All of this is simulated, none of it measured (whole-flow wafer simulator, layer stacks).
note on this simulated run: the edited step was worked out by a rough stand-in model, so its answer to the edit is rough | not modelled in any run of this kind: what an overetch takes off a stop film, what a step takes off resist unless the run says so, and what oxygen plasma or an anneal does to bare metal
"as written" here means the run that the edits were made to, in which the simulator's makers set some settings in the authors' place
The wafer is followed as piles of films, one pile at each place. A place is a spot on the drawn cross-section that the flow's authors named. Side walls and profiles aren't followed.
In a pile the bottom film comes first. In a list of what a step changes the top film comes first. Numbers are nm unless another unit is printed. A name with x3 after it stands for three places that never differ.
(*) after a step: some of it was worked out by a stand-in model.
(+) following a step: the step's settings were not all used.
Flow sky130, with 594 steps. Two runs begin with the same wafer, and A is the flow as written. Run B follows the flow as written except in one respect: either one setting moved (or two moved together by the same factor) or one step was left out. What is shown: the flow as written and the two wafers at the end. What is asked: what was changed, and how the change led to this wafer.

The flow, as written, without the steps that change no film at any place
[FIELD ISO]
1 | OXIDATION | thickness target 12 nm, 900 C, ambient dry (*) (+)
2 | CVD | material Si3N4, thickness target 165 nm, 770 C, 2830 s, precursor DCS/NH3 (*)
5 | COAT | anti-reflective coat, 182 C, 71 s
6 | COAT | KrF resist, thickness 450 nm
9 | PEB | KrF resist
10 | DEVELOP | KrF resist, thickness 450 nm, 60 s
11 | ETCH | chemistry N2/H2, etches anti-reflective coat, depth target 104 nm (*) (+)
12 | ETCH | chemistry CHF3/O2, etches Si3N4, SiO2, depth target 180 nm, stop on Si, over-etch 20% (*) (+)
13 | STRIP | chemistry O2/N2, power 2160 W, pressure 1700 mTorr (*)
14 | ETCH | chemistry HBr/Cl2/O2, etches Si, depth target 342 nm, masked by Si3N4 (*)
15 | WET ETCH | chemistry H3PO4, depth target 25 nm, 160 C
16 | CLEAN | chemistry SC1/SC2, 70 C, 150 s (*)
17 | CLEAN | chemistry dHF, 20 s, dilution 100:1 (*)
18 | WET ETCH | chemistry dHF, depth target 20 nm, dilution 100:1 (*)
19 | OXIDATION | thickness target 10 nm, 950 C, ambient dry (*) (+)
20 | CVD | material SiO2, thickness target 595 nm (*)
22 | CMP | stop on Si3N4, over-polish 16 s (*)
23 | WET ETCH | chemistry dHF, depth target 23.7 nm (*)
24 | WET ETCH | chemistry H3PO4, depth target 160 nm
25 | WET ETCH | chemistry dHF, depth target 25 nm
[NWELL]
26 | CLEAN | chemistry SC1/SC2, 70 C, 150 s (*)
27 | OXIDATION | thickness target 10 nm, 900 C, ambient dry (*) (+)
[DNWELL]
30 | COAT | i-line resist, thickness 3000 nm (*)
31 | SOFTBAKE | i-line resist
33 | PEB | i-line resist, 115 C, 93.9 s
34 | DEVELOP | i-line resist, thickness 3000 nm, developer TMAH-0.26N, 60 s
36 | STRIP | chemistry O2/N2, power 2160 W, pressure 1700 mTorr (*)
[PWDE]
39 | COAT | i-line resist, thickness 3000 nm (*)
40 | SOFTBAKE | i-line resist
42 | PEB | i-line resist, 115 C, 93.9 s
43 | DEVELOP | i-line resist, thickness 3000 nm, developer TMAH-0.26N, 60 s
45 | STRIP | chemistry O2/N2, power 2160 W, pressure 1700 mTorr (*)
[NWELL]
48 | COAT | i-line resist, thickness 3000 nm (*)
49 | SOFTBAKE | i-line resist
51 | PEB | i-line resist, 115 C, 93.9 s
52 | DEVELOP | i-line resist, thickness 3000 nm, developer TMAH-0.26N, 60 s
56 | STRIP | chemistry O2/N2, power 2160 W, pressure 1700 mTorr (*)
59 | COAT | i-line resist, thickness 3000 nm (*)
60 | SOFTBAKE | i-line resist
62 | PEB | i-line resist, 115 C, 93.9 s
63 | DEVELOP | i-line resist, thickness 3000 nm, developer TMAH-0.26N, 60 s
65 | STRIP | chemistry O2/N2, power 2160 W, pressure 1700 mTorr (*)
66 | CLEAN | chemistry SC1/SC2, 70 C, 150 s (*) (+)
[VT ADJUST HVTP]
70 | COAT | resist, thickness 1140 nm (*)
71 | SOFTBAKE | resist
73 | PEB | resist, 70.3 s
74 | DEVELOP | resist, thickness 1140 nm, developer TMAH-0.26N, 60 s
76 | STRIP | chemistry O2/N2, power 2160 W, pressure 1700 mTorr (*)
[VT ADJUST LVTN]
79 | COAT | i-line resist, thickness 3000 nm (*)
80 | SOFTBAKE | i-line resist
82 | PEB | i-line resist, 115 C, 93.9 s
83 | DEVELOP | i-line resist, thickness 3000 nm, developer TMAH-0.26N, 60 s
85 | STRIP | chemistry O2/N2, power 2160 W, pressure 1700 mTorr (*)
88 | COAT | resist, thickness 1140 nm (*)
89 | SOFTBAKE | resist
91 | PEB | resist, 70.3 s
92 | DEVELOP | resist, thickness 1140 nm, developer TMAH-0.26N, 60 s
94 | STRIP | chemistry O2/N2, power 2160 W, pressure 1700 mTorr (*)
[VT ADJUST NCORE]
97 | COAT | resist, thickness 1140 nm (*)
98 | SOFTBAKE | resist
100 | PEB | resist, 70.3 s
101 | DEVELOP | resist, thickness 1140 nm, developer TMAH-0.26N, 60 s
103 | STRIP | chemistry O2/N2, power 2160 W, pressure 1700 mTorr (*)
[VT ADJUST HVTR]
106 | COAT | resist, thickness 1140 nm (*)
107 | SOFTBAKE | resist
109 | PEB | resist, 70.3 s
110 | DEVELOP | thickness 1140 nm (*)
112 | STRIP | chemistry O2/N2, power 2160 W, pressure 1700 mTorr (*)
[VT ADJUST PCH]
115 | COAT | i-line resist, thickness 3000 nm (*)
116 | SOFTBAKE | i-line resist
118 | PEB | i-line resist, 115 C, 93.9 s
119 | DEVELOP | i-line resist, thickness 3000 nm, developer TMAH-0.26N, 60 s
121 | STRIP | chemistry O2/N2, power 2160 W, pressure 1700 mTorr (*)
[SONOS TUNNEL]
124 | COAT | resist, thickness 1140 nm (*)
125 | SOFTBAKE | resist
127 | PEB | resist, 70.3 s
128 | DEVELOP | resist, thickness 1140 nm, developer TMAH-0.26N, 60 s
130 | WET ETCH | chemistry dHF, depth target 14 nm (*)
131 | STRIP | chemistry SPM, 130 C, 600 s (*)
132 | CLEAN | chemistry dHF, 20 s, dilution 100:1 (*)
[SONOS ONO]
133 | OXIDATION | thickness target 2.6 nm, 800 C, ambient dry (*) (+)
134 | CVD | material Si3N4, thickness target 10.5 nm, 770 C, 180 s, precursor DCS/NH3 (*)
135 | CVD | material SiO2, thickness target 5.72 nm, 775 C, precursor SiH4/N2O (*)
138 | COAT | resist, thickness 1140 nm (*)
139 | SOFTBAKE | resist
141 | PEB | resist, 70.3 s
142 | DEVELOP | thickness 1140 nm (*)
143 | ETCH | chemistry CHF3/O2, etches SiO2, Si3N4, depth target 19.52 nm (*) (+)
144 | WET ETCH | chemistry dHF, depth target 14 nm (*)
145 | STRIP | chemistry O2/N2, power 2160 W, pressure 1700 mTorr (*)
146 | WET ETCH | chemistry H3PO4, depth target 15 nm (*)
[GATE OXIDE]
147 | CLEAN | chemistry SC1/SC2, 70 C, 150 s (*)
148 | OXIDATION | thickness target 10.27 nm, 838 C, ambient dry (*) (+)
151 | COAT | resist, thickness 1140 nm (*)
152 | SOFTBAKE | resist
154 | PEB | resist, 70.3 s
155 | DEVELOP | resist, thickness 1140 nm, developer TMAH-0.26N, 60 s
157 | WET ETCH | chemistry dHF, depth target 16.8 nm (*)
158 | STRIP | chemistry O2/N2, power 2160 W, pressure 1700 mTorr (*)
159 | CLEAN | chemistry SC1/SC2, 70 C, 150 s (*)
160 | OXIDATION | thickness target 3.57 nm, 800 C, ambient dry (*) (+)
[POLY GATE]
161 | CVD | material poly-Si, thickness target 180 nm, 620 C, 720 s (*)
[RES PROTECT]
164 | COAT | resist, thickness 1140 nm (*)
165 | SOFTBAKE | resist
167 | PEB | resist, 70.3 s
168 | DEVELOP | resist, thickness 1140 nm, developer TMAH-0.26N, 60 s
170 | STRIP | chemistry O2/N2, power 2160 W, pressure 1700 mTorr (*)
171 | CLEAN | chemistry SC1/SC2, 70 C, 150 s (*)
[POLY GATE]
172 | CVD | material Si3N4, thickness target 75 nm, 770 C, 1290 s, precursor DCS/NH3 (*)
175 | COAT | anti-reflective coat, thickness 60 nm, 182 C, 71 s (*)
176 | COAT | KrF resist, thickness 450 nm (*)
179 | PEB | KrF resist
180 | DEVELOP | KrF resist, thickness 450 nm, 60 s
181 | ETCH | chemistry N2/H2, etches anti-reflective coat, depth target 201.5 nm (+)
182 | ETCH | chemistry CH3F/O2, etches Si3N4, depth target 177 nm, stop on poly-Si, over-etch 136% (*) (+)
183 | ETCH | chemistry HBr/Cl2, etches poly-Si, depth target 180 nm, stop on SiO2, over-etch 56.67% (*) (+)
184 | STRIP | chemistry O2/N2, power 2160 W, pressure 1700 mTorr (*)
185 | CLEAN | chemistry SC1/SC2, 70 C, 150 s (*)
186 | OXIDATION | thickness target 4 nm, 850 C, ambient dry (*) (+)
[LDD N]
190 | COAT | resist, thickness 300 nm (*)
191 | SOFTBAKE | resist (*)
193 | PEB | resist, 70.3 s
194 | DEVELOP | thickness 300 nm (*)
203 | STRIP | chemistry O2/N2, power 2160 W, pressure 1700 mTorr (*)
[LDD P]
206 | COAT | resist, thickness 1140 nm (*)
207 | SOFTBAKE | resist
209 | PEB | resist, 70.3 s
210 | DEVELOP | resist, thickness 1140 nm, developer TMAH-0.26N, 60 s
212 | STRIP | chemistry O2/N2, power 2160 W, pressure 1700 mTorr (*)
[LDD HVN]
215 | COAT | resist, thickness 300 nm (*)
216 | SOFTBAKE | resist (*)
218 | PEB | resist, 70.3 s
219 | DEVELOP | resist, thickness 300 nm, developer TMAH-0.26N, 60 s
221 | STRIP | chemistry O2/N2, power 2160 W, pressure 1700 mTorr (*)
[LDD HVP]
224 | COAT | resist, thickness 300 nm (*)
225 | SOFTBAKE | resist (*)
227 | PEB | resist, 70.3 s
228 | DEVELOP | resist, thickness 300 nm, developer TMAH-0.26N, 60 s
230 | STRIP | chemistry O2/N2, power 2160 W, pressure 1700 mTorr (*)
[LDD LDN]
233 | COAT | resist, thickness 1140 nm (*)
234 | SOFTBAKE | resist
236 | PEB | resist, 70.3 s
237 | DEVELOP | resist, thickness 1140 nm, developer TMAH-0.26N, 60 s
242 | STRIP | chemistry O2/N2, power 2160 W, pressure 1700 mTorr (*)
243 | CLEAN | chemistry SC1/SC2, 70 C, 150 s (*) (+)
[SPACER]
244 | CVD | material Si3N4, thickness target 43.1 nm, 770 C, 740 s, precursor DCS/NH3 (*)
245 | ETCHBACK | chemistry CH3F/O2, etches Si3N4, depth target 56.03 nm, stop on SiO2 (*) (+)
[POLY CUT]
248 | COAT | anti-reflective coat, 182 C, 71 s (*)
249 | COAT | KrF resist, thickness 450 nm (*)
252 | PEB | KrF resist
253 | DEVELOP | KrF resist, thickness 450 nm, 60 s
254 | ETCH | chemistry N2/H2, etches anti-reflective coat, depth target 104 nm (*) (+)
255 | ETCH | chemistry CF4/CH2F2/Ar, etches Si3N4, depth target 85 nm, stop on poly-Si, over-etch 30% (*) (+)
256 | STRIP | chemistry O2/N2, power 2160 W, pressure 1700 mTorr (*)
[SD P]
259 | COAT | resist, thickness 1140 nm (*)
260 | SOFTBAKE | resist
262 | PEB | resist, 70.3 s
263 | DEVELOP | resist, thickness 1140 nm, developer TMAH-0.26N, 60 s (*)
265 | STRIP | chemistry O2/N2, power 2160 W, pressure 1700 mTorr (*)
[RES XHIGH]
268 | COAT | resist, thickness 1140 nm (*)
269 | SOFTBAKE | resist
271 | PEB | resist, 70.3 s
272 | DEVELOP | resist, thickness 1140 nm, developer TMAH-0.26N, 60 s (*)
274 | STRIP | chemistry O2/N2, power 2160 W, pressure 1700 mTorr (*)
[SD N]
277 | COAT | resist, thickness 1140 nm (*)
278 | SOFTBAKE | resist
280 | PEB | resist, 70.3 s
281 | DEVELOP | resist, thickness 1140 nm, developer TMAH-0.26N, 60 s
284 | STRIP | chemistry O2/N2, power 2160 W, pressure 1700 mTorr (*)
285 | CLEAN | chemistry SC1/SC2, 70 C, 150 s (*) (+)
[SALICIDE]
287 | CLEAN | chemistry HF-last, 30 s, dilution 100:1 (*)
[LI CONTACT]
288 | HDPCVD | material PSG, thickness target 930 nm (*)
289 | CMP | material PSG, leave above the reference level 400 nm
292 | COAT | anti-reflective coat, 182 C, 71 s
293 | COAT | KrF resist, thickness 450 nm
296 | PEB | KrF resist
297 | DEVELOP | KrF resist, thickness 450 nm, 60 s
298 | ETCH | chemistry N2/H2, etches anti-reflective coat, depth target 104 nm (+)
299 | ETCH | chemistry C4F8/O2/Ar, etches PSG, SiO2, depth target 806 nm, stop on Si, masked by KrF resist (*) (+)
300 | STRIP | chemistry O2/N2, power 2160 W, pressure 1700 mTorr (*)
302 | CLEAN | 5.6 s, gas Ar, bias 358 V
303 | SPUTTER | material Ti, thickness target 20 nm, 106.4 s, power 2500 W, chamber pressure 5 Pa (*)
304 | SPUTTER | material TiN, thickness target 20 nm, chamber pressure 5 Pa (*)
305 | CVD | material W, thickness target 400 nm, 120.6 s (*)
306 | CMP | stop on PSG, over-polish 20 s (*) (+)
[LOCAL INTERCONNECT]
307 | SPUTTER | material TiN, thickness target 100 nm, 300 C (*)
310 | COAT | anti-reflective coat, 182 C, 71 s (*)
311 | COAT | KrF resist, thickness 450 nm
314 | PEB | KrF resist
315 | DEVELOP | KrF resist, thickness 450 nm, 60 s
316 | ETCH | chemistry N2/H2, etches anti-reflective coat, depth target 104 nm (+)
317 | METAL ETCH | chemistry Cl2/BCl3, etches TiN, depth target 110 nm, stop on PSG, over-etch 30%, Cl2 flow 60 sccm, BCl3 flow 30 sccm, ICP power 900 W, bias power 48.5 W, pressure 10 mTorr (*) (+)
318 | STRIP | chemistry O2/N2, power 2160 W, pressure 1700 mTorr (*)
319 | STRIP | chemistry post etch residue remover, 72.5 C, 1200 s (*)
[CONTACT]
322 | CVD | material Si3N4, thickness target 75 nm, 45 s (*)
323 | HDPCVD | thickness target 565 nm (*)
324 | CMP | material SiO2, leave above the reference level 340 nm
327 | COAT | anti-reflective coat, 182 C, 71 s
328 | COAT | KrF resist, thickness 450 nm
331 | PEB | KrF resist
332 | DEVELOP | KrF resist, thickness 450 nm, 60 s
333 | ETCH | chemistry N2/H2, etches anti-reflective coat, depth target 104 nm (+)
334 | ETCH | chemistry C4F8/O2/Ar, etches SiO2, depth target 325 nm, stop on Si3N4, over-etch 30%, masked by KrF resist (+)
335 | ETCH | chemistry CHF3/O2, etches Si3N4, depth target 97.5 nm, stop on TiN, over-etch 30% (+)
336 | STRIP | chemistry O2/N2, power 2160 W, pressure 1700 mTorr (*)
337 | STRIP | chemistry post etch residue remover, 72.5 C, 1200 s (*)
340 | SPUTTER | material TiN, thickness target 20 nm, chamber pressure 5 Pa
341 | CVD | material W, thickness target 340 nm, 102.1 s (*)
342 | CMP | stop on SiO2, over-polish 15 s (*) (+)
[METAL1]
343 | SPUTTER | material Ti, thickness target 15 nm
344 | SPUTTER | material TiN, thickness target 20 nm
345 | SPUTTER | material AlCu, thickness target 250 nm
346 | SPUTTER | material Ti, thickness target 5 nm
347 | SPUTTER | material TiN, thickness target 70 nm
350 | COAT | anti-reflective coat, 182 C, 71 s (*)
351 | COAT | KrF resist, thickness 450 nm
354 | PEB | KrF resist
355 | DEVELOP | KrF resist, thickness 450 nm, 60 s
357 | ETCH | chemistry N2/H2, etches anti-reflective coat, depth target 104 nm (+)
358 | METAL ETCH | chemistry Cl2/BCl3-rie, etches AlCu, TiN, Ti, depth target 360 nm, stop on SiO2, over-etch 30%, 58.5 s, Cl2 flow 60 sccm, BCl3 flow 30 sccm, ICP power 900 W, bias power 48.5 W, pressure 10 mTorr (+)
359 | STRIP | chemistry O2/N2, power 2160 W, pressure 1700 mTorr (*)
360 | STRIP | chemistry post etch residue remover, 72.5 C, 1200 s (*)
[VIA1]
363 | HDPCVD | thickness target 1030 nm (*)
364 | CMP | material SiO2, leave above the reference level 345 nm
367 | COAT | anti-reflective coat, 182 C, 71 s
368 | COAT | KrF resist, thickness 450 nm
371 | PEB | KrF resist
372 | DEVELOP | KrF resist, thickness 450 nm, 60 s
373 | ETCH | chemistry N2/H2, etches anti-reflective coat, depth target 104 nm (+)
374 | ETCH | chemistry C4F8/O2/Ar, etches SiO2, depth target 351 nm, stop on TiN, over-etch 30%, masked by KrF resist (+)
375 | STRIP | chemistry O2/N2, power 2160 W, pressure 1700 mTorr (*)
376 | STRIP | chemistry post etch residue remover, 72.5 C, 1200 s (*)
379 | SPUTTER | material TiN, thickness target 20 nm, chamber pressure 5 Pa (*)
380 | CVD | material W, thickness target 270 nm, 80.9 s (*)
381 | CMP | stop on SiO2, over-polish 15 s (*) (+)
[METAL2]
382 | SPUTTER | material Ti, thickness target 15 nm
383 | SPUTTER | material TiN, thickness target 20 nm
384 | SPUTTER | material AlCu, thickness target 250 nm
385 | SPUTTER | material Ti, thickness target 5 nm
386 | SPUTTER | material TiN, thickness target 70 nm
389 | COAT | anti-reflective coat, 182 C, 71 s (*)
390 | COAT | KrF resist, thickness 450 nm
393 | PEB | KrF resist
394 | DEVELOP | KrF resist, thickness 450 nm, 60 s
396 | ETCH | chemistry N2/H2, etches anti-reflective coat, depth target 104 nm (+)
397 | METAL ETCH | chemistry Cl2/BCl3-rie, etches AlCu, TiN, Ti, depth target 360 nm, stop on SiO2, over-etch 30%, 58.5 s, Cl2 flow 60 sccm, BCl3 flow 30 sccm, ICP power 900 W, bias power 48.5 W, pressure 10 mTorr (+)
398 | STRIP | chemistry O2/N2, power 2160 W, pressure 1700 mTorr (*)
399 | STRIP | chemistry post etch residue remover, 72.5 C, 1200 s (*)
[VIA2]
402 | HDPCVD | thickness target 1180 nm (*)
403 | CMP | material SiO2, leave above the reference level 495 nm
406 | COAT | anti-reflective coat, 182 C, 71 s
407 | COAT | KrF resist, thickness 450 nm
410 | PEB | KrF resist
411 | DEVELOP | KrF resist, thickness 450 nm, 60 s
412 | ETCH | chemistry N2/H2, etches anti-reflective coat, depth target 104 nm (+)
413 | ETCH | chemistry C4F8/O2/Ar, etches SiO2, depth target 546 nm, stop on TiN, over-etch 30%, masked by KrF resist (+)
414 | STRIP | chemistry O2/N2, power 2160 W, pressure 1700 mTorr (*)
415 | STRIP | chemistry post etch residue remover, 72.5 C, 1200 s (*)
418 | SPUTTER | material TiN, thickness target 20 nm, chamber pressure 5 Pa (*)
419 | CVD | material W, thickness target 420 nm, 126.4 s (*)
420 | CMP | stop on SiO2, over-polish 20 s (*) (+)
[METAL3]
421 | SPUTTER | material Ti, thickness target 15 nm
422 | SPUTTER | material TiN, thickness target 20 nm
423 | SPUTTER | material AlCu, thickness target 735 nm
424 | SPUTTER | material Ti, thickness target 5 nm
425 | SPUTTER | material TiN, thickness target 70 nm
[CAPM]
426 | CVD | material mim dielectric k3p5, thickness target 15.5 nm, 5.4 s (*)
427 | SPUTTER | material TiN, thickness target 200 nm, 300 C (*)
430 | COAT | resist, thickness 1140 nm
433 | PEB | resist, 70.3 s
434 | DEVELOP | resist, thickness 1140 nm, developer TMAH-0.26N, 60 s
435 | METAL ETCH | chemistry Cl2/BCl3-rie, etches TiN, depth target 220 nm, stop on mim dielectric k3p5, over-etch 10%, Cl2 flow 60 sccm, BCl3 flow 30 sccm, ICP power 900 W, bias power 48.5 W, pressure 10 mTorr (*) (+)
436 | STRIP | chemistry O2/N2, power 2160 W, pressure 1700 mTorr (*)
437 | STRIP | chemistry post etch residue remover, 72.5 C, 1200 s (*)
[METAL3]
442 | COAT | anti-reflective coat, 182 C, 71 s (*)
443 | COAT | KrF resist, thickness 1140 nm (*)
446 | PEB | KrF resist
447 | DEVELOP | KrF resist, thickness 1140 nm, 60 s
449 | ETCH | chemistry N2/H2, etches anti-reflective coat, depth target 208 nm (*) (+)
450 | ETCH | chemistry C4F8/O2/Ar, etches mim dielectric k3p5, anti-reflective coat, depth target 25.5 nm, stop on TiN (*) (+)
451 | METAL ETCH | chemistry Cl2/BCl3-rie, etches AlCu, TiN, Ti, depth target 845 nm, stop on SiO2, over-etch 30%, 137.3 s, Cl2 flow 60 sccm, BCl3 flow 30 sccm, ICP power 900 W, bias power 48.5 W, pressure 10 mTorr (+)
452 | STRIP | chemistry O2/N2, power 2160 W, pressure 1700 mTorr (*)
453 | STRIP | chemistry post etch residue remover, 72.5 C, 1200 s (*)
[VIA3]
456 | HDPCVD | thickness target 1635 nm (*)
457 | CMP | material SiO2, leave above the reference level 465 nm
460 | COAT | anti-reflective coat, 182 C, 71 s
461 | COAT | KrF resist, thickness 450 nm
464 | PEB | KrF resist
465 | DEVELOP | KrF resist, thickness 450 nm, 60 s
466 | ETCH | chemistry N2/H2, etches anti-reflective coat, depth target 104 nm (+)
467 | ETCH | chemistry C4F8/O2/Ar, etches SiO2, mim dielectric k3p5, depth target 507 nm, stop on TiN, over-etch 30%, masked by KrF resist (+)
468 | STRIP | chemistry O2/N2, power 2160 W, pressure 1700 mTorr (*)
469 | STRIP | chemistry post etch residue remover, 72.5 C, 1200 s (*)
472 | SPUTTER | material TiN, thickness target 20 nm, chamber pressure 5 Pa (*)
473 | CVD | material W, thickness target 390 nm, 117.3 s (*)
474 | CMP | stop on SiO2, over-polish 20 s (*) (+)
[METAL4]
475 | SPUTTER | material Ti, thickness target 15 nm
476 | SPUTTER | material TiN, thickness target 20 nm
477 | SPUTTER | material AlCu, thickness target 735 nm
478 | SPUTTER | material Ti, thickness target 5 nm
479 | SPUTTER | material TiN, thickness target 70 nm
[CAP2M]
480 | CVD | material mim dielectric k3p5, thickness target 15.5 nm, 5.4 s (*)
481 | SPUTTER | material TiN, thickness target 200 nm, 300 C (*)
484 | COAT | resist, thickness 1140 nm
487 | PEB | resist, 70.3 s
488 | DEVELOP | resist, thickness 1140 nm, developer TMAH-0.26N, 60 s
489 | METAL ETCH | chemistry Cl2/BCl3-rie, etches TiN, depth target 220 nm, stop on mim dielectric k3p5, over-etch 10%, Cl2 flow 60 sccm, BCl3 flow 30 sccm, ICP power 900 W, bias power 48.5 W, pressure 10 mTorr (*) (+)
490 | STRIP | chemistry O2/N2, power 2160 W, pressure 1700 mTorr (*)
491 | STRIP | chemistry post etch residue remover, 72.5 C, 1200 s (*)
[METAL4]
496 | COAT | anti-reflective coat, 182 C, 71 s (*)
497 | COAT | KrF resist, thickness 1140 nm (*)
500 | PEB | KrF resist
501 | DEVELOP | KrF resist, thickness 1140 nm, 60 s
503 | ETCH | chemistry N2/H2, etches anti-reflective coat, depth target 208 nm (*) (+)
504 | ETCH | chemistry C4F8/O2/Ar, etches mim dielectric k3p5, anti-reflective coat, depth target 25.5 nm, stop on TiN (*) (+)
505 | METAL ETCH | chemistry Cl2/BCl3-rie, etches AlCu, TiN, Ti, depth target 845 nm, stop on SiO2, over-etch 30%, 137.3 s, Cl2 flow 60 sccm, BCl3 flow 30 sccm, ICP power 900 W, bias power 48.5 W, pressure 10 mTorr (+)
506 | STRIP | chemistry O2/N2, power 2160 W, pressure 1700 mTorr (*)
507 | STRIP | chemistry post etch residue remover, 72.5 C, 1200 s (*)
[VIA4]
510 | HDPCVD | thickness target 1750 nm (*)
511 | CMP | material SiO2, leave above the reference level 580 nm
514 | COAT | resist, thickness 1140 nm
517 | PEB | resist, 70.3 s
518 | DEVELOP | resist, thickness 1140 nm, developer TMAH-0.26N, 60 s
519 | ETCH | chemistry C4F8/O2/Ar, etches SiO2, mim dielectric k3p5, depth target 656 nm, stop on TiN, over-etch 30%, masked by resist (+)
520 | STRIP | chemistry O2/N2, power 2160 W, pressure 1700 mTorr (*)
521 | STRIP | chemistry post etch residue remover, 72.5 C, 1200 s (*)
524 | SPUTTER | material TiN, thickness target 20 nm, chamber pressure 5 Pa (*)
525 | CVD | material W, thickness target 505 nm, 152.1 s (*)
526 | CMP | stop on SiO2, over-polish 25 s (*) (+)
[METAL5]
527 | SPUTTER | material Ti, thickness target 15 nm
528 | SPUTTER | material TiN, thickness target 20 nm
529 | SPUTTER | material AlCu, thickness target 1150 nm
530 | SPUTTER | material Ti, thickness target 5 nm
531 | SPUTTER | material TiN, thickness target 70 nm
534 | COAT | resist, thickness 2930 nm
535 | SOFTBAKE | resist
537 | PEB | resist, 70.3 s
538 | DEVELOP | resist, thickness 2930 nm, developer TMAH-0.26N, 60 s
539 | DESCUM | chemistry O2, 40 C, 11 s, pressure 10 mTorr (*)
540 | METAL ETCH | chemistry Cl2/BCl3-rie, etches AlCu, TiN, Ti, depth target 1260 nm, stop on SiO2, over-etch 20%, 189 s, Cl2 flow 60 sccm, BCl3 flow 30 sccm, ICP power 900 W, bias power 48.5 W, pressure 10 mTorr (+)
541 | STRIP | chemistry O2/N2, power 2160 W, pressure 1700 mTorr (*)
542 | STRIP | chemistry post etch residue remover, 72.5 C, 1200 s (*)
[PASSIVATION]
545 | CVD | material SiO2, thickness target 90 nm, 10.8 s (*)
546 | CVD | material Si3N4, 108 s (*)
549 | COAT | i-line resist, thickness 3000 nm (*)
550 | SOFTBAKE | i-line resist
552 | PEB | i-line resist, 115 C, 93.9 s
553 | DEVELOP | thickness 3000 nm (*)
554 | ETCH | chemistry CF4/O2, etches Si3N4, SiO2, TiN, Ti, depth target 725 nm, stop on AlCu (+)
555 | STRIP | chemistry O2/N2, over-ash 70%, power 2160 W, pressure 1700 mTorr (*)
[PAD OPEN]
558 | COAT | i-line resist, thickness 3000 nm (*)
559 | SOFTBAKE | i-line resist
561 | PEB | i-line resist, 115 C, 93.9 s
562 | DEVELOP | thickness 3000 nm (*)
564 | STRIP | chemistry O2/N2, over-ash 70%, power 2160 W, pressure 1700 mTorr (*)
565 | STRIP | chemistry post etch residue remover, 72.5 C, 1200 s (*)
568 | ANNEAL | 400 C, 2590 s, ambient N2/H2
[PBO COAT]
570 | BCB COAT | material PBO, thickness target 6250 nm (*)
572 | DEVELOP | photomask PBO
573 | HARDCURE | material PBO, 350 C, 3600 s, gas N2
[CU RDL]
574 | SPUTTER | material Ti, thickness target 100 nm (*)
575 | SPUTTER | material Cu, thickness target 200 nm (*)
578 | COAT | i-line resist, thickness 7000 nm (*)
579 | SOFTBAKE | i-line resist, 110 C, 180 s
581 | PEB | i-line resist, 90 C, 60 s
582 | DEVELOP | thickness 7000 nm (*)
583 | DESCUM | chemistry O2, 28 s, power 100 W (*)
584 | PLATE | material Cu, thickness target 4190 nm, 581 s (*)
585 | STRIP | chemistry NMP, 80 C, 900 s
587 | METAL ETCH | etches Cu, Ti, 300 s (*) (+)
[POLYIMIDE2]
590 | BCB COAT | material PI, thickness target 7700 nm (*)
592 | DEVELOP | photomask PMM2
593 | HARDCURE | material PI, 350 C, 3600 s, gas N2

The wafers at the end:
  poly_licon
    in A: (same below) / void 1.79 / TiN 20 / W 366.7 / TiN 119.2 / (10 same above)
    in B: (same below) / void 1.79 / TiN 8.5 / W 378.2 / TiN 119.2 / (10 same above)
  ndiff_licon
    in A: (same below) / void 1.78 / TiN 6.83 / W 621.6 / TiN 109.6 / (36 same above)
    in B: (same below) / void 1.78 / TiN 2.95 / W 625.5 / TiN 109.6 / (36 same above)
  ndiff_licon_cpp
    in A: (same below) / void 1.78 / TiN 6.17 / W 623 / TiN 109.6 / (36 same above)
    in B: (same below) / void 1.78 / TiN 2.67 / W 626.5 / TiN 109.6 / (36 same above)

The reason: step 304, SPUTTER: thickness target 8.5 nm was run, though the flow has thickness target 20 nm.
The wafer lets one read it off: poly_licon has TiN 8.5, and step 304 as written asks for 20 nm.

Step by step, how the change led to this:
  304 | SPUTTER | material TiN, thickness target 20 nm, chamber pressure 5 Pa (*)
      field, active, n_well and 185 more: A +20 TiN (new film) | B +8.5 TiN (new film)
      ndiff_licon: A +6.83 TiN (new film) | B +2.95 TiN (new film)
      (also at 2 further places)
  306 | CMP | stop on PSG, over-polish 20 s (*) (+)
      field, active, n_well and 184 more: A -400 W (all of it), -20 TiN (all of it), -20 Ti (all of it), -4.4 PSG | B -400 W (all of it), -8.5 TiN (all of it), -20 Ti (all of it), -4.4 PSG
      ndiff_licon, ndiff_licon_cpp, rpo_hd_licon: A -444.9 W | B -433.4 W
      (also at 1 further place)
